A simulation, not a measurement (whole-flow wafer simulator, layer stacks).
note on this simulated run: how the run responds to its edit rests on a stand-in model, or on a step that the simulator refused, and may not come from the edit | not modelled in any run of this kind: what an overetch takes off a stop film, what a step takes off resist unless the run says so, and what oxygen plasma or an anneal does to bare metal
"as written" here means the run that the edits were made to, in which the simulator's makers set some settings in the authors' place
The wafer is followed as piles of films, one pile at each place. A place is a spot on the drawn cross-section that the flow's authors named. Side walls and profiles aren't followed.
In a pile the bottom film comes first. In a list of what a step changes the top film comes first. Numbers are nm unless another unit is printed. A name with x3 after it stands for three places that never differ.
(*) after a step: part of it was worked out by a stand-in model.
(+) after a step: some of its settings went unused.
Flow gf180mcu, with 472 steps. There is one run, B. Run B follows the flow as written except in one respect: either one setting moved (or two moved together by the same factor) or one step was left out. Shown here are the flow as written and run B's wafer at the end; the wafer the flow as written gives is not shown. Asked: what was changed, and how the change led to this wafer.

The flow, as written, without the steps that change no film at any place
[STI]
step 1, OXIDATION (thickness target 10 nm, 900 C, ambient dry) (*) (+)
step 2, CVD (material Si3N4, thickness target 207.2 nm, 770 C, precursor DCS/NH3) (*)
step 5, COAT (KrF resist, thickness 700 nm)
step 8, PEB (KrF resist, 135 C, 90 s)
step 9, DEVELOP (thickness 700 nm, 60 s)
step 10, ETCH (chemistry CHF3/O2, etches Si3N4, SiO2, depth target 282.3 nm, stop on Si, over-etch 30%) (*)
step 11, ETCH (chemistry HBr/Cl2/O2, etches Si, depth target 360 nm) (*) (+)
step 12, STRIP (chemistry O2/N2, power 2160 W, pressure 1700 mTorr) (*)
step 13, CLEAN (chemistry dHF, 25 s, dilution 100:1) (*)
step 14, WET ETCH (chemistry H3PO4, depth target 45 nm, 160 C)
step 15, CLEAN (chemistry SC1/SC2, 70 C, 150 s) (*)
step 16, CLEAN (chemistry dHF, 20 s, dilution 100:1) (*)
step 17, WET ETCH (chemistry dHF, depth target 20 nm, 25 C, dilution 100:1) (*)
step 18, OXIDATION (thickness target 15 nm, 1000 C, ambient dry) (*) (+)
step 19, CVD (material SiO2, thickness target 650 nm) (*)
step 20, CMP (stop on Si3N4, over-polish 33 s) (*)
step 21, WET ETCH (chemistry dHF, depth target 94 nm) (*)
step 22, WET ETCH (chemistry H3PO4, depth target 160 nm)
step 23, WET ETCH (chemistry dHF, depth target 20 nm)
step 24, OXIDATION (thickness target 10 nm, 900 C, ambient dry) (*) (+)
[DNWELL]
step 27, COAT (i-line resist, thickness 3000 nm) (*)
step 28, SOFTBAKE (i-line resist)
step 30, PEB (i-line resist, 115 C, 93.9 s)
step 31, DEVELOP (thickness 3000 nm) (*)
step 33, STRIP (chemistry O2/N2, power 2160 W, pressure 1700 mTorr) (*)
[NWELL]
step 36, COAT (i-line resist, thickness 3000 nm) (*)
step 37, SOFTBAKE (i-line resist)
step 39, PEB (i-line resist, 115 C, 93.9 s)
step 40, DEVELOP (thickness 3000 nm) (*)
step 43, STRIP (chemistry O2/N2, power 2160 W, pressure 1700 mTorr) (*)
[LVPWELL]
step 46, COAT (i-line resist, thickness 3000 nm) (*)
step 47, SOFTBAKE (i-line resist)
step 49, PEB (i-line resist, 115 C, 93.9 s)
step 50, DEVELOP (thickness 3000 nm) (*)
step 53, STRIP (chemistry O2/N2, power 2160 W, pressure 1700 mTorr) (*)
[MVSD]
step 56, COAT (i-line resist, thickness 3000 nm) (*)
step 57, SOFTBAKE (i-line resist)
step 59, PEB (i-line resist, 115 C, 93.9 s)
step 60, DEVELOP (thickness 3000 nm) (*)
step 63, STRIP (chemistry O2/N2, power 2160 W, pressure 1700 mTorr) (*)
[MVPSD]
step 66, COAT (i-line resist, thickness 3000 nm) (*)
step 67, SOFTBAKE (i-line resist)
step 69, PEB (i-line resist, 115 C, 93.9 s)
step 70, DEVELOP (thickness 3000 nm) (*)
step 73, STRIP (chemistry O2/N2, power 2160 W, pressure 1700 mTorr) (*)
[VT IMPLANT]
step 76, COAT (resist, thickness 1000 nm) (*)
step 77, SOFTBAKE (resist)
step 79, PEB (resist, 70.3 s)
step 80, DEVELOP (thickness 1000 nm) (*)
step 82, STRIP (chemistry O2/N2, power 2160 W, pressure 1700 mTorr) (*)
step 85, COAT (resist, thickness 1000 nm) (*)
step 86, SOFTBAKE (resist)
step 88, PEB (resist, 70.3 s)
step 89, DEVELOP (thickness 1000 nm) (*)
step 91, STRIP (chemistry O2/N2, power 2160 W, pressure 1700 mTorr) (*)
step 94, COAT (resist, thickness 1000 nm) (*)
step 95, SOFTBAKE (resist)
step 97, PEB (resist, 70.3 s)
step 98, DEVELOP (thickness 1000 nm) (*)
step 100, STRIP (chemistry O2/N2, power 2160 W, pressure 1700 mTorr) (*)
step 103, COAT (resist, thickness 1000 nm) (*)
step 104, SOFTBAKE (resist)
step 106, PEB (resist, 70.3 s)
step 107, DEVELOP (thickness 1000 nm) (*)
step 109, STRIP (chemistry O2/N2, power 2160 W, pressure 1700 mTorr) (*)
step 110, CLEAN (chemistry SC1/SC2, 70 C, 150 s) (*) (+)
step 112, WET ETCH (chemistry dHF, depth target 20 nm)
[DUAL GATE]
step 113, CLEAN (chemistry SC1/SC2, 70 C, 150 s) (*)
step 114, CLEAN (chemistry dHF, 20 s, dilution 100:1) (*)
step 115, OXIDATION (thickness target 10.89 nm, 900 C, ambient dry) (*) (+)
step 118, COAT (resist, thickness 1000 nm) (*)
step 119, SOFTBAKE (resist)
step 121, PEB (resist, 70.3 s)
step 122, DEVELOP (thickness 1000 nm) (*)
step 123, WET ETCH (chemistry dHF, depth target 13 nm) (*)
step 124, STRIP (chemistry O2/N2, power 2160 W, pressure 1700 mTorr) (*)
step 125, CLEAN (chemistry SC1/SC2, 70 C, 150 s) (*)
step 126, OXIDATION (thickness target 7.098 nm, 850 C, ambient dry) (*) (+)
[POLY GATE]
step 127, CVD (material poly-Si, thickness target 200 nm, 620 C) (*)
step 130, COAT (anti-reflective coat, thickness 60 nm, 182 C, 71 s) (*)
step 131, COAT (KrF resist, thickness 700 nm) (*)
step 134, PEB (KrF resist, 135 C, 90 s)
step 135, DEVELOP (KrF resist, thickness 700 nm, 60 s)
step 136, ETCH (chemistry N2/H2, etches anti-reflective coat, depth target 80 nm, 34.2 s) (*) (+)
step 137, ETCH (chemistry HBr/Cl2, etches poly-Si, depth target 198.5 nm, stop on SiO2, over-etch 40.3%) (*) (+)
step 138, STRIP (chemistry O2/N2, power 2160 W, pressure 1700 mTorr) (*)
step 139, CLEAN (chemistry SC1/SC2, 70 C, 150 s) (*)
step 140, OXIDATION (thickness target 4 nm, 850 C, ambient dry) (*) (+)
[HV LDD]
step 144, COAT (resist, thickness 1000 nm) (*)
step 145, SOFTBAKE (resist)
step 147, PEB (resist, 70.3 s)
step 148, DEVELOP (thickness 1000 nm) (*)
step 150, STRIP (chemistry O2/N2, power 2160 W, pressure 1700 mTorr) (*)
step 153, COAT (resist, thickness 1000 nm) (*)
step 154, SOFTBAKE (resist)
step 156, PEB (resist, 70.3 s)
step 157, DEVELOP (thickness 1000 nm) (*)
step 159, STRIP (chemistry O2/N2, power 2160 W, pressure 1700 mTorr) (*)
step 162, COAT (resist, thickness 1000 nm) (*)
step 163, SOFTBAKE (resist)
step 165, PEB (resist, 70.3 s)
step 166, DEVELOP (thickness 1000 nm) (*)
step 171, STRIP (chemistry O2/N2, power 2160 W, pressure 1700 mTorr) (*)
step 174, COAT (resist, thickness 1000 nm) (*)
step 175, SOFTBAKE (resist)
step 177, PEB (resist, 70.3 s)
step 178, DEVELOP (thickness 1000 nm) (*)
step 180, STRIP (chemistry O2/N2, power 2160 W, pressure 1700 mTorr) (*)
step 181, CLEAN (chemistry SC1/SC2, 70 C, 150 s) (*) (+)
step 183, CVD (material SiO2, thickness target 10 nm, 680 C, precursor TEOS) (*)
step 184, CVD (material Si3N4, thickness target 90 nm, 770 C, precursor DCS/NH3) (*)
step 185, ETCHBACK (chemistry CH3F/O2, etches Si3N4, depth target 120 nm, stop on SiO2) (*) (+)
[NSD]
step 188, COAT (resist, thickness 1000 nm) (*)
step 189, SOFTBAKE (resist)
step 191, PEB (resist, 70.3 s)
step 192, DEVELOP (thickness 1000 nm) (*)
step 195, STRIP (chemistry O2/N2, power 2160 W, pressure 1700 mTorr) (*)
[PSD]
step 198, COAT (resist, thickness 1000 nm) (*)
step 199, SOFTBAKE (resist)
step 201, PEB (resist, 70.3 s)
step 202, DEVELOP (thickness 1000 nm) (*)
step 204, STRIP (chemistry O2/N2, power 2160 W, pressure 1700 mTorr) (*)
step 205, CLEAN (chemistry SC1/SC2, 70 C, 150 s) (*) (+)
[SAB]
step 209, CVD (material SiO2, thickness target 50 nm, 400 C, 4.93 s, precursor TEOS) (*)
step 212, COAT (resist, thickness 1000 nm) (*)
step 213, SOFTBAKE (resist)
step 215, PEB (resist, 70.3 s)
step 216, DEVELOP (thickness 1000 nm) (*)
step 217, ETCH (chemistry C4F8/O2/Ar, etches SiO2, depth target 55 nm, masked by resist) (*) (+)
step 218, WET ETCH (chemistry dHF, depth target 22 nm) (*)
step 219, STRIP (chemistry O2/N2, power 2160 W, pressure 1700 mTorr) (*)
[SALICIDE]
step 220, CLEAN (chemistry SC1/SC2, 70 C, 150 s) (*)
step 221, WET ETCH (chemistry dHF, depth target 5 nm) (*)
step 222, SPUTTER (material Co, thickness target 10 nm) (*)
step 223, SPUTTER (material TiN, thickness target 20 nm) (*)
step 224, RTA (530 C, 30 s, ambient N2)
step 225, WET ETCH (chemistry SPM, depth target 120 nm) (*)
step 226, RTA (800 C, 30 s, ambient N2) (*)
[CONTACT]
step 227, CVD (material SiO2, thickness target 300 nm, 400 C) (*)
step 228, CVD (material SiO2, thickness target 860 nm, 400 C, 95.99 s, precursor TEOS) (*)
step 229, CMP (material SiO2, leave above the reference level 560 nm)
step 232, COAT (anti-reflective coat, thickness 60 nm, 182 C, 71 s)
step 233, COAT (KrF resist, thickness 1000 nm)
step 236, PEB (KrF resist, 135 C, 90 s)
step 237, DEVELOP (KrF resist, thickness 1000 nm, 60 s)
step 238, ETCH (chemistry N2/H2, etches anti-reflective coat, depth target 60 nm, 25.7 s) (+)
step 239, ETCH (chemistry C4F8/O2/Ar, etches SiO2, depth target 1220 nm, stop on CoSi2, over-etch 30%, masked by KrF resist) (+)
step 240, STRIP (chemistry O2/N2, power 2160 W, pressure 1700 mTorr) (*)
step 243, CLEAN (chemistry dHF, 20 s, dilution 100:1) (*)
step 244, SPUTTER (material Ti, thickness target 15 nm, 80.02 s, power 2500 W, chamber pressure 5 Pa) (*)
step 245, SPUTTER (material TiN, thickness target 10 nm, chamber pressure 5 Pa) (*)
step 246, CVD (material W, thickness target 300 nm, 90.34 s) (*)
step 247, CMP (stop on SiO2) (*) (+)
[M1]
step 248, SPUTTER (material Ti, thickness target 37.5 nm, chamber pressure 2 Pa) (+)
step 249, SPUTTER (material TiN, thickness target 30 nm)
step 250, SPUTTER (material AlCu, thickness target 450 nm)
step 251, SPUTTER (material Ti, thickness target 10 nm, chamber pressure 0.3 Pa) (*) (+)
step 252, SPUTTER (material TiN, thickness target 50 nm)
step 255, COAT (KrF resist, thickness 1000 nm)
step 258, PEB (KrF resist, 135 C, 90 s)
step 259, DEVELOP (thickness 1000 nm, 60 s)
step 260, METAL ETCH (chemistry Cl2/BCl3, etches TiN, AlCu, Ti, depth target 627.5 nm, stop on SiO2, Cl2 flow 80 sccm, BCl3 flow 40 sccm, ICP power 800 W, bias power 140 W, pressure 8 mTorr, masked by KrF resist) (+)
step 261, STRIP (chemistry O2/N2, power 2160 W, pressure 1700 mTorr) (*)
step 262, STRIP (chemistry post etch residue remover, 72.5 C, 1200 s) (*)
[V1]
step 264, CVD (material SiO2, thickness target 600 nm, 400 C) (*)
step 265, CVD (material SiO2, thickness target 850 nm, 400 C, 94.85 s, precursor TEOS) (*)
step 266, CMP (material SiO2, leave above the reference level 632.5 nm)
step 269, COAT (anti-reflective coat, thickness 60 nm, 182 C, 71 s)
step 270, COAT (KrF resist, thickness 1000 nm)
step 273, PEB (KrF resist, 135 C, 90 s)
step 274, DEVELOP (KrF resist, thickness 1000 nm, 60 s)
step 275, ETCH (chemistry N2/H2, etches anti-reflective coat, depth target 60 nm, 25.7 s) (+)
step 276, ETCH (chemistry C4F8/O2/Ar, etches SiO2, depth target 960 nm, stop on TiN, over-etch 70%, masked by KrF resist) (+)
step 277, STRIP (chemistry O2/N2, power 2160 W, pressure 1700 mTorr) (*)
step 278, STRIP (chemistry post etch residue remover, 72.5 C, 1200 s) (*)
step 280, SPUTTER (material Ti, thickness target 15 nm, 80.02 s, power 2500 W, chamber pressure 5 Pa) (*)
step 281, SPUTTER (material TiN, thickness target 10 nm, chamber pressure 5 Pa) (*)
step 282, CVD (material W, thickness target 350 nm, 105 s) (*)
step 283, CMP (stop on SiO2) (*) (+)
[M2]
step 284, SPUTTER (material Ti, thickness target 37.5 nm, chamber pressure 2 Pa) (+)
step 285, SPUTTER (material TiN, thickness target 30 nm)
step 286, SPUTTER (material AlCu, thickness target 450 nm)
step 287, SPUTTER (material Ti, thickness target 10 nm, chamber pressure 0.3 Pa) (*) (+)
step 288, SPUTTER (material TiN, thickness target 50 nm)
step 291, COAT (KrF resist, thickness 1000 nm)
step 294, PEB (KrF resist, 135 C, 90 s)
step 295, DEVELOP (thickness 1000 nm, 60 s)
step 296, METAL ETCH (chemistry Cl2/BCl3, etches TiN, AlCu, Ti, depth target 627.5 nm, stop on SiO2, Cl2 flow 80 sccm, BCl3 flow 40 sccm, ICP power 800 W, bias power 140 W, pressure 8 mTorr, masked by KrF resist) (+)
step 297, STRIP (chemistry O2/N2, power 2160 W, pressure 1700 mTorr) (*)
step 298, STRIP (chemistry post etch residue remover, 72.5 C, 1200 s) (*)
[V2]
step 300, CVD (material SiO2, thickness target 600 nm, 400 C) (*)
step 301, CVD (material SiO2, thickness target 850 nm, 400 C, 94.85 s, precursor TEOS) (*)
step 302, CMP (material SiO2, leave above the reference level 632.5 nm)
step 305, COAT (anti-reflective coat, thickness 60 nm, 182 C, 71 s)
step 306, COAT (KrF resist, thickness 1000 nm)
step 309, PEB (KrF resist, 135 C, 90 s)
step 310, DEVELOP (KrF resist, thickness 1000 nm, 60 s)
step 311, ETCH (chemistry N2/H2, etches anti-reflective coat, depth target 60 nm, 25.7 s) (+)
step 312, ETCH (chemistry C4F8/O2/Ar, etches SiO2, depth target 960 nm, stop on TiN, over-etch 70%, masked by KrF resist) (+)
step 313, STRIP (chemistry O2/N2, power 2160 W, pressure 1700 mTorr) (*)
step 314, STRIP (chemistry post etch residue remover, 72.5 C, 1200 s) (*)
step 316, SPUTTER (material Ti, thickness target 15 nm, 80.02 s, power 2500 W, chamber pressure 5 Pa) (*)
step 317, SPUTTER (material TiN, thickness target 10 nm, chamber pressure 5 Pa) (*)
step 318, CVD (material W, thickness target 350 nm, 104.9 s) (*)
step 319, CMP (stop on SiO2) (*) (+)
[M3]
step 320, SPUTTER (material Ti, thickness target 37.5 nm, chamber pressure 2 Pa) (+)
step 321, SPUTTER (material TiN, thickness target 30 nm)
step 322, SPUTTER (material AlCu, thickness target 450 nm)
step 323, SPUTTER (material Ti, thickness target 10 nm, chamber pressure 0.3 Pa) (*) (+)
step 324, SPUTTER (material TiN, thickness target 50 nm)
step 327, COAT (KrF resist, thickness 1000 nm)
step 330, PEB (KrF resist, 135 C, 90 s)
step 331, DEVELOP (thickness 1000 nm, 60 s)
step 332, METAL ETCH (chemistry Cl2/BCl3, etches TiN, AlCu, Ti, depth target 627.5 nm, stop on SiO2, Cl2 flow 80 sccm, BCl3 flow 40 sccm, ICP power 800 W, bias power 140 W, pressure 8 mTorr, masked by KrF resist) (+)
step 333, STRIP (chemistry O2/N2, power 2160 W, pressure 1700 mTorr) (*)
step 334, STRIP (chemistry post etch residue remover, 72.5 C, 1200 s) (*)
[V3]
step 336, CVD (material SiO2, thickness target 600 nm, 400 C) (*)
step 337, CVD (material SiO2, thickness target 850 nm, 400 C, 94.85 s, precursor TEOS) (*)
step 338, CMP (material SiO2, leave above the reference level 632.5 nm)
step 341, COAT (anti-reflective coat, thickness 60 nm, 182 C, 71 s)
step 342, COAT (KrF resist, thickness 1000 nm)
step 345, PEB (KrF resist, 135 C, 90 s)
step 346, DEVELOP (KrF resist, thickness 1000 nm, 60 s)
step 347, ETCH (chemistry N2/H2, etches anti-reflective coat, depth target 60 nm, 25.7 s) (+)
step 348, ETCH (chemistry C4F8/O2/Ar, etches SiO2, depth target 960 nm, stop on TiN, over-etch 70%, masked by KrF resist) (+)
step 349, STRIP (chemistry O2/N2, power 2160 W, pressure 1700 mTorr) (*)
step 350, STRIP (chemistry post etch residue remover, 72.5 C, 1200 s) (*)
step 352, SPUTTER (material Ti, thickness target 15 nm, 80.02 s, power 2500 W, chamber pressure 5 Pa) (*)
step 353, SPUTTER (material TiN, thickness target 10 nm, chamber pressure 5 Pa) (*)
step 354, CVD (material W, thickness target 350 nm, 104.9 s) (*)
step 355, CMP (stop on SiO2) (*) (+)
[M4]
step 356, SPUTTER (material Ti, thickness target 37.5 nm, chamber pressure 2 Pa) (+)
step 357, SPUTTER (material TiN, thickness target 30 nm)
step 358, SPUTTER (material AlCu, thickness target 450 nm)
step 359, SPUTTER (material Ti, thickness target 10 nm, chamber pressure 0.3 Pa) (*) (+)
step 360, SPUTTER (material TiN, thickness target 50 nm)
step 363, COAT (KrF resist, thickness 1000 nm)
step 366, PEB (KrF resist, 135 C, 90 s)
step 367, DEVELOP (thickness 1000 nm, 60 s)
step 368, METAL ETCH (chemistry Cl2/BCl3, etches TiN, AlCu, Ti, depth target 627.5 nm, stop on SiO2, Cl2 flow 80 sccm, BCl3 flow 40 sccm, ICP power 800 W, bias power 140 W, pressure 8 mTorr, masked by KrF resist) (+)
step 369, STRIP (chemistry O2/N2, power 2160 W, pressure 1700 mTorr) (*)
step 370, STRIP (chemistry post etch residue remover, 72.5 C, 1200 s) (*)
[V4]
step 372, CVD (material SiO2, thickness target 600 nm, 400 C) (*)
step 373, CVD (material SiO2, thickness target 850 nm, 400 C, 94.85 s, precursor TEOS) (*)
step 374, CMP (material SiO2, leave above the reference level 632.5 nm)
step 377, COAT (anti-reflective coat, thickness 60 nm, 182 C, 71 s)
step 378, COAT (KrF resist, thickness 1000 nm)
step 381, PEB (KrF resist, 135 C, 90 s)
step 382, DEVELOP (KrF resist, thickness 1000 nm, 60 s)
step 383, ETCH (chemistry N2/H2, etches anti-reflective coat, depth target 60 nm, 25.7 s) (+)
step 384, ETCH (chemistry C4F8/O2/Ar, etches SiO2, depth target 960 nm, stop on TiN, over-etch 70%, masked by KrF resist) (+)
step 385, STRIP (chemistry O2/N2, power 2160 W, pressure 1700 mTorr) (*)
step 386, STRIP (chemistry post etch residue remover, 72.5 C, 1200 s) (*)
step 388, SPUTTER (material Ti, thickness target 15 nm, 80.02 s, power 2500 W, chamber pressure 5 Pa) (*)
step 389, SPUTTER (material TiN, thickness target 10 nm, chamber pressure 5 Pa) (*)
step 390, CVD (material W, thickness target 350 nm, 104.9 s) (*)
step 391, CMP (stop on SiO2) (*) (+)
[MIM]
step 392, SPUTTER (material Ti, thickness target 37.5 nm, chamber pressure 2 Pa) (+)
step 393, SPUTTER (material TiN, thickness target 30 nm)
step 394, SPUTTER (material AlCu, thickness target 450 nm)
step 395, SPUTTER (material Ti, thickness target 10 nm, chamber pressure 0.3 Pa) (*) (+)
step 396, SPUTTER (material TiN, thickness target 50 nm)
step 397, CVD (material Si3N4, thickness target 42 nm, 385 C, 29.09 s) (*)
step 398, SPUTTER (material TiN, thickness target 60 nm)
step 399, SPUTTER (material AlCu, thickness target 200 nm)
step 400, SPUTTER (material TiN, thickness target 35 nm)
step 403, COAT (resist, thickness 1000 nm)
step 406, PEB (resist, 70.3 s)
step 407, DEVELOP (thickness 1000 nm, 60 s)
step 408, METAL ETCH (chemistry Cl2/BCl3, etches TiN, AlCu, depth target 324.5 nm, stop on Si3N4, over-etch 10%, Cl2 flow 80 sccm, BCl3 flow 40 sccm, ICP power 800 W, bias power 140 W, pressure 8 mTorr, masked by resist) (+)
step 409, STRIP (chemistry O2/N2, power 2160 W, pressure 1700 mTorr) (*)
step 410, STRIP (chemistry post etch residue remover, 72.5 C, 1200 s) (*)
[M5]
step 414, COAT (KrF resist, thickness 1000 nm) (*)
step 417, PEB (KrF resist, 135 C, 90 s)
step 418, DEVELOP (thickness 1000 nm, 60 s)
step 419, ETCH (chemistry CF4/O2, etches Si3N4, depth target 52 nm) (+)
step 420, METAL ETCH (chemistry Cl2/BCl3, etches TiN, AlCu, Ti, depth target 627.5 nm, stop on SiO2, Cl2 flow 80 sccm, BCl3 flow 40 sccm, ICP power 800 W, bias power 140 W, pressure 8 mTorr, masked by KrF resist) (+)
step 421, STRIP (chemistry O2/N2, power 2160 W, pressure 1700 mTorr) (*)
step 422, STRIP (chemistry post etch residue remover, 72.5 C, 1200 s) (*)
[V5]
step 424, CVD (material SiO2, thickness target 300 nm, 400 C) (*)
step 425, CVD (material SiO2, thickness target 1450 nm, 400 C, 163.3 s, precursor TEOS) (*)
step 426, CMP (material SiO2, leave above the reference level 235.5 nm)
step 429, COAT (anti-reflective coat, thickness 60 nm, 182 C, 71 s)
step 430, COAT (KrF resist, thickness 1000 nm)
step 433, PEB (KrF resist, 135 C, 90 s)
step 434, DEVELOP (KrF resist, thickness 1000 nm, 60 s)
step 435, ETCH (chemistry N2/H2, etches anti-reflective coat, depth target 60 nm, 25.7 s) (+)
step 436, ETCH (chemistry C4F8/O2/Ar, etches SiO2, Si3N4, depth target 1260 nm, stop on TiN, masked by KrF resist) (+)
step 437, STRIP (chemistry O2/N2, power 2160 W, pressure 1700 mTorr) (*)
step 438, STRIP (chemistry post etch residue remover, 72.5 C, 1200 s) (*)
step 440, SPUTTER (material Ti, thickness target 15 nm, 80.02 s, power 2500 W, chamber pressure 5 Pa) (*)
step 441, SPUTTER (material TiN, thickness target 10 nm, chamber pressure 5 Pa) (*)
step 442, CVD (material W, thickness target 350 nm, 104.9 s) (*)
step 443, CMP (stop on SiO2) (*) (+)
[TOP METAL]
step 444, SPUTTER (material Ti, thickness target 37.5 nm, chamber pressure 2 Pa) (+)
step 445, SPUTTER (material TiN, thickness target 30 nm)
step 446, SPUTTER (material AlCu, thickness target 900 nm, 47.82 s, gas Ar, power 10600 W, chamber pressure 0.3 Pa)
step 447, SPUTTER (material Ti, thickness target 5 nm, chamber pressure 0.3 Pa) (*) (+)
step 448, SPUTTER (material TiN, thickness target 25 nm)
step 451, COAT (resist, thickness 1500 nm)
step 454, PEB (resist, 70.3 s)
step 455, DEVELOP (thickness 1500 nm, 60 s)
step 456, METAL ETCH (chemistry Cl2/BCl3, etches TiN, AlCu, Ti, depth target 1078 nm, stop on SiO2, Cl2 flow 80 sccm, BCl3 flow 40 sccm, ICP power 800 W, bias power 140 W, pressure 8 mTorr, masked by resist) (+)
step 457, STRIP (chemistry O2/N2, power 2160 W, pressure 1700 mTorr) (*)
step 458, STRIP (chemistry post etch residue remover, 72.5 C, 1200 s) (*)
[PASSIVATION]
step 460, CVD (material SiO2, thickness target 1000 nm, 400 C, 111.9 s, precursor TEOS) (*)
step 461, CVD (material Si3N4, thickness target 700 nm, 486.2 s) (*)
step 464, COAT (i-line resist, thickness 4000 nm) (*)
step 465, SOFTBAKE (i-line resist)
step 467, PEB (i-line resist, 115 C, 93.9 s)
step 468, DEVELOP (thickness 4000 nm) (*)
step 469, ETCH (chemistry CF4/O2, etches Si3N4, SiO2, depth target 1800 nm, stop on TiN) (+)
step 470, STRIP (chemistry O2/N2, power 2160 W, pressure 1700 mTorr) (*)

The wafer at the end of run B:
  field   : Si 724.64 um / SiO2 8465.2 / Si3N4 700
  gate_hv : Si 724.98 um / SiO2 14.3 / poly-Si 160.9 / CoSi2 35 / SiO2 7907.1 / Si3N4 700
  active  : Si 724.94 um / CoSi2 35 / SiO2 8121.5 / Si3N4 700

What caused this: step 229, CMP: leave above the reference level 798 nm was run, though the flow has leave above the reference level 560 nm.

The path from the change to this, step by step:
  step 229, CMP (material SiO2, leave above the reference level 560 nm)
      field__w3: nothing (in the flow as written it would be: -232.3 SiO2)
      field__w12: nothing (in the flow as written it would be: -232.1 SiO2)
      (and at 109 other places as well)
  step 232, COAT (anti-reflective coat, thickness 60 nm, 182 C, 71 s)
      field__w3, field__w12: +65 anti-reflective coat (new film) (in the flow as written it would be: +60 anti-reflective coat (new film))
      field__w7: +56 anti-reflective coat (new film) (in the flow as written it would be: +60 anti-reflective coat (new film))
      (and at 5 other places as well)
  step 239, ETCH (chemistry C4F8/O2/Ar, etches SiO2, depth target 1220 nm, stop on CoSi2, over-etch 30%, masked by KrF resist) (+)
      field, field__w1, field__w2 and 105 more: -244 KrF resist (in the flow as written it would be: -223.5 KrF resist)
      polyc_n, polyc_p: -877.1 SiO2 (all of it) (in the flow as written it would be: -639.1 SiO2 (all of it))
      (and at 1 other place as well)
  step 240, STRIP (chemistry O2/N2, power 2160 W, pressure 1700 mTorr) (*)
      field__w1, field__w8, field__w10 and 61 more: -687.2 KrF resist (all of it), -60 anti-reflective coat (all of it) (in the flow as written it would be: -707.7 KrF resist (all of it), -60 anti-reflective coat (all of it))
      field, field_sub__w2, field_sub__w4 and 15 more: -687.1 KrF resist (all of it), -60 anti-reflective coat (all of it) (in the flow as written it would be: -707.7 KrF resist (all of it), -60 anti-reflective coat (all of it))
      (and at 26 other places as well)
  step 244, SPUTTER (material Ti, thickness target 15 nm, 80.02 s, power 2500 W, chamber pressure 5 Pa) (*)
      contact: +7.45 Ti (new film) (in the flow as written it would be: +8.55 Ti (new film))
  step 245, SPUTTER (material TiN, thickness target 10 nm, chamber pressure 5 Pa) (*)
      contact: +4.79 TiN (new film) (in the flow as written it would be: +5.48 TiN (new film))
  step 246, CVD (material W, thickness target 300 nm, 90.34 s) (*)
      polyc_n, polyc_p: +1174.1 W (new film) (in the flow as written it would be: +936.1 W (new film))
      contact: +1407.3 W (new film) (in the flow as written it would be: +1167.5 W (new film))
  step 247, CMP (stop on SiO2) (*) (+)
      field__w3, field__w12: -300 W (all of it), -10 TiN (all of it), -15 Ti (all of it) (in the flow as written it would be: -300 W (all of it), -10 TiN (all of it), -15 Ti (all of it), -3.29 SiO2)
      mim: -300 W (all of it), -10 TiN (all of it), -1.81 Ti (in the flow as written it would be: -300 W (all of it), -10 TiN (all of it), -15 Ti (all of it), -3.29 SiO2)
  step 248, SPUTTER (material Ti, thickness target 37.5 nm, chamber pressure 2 Pa) (+)
      mim: +37.5 Ti (in the flow as written it would be: +37.5 Ti (new film))
  step 260, METAL ETCH (chemistry Cl2/BCl3, etches TiN, AlCu, Ti, depth target 627.5 nm, stop on SiO2, Cl2 flow 80 sccm, BCl3 flow 40 sccm, ICP power 800 W, bias power 140 W, pressure 8 mTorr, masked by KrF resist) (+)
      mim: -50 TiN (all of it), -10 Ti (all of it), -450 AlCu (all of it), -30 TiN (all of it), -50.7 Ti (all of it) (in the flow as written it would be: -50 TiN (all of it), -10 Ti (all of it), -450 AlCu (all of it), -30 TiN (all of it), -37.5 Ti (all of it))
  step 266, CMP (material SiO2, leave above the reference level 632.5 nm)
      mim: -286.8 SiO2 (in the flow as written it would be: -300 SiO2)
